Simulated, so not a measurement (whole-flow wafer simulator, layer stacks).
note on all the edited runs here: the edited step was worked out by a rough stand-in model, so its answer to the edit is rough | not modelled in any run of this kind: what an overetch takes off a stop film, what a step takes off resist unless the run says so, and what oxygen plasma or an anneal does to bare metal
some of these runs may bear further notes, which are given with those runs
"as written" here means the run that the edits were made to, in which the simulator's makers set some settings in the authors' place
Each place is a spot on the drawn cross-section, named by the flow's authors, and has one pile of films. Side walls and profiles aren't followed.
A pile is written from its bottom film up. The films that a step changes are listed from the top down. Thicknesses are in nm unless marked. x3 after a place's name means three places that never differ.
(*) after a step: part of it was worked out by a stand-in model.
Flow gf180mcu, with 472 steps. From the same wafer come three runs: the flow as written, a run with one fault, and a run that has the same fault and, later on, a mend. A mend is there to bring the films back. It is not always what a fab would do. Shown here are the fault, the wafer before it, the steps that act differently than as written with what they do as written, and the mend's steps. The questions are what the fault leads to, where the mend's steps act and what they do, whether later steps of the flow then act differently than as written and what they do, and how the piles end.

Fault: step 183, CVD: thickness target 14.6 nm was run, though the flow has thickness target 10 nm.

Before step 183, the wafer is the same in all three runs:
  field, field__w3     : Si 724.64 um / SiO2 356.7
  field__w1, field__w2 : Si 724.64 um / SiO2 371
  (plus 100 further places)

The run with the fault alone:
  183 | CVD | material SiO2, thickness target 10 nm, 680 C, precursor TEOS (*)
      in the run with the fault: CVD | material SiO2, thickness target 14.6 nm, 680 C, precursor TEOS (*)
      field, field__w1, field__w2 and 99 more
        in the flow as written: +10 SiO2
        in the run with the fault: +14.6 SiO2
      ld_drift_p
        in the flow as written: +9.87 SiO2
        in the run with the fault: +14.4 SiO2
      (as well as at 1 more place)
  Steps later in the flow that act otherwise than as written (not shown: 20 more steps that differ only slightly, by at most 2% or 0.5 nm, whichever is larger):
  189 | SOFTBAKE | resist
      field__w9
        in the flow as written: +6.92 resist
        in the run with the fault: -3.09 resist
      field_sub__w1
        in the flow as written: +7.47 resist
        in the run with the fault: +9.76 resist
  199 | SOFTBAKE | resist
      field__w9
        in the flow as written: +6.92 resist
        in the run with the fault: -3.09 resist
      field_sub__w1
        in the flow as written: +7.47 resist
        in the run with the fault: +9.76 resist
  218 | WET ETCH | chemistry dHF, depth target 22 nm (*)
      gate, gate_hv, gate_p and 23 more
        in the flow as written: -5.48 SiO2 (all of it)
        in the run with the fault: -10.1 SiO2 (all of it)
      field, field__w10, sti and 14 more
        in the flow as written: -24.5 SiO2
        in the run with the fault: -25.2 SiO2
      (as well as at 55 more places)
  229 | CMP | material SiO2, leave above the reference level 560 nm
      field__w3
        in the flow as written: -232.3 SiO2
        in the run with the fault: -237.1 SiO2
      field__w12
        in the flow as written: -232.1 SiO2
        in the run with the fault: -236.9 SiO2
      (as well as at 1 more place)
  By the end, the piles at spacer depart from the flow's by more than 2% or 0.5 nm, whichever is larger.
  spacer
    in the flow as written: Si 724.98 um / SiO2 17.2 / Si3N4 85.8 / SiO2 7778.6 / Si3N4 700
    in the run with the fault: Si 724.98 um / SiO2 21.8 / Si3N4 85.8 / SiO2 7774 / Si3N4 700

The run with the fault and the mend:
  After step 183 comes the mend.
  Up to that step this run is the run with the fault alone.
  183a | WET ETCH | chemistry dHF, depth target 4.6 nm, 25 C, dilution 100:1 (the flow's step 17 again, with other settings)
      field, field__w1, field__w2 and 101 more
        -4.6 SiO2
  None of the later steps of the flow differs from how it acts as written, at any place that is followed, by more than 2% or 0.5 nm, whichever is larger.
  At the end the piles are close to the flow's at the places that both follow, differing by at most 2% or 0.5 nm, whichever is larger.
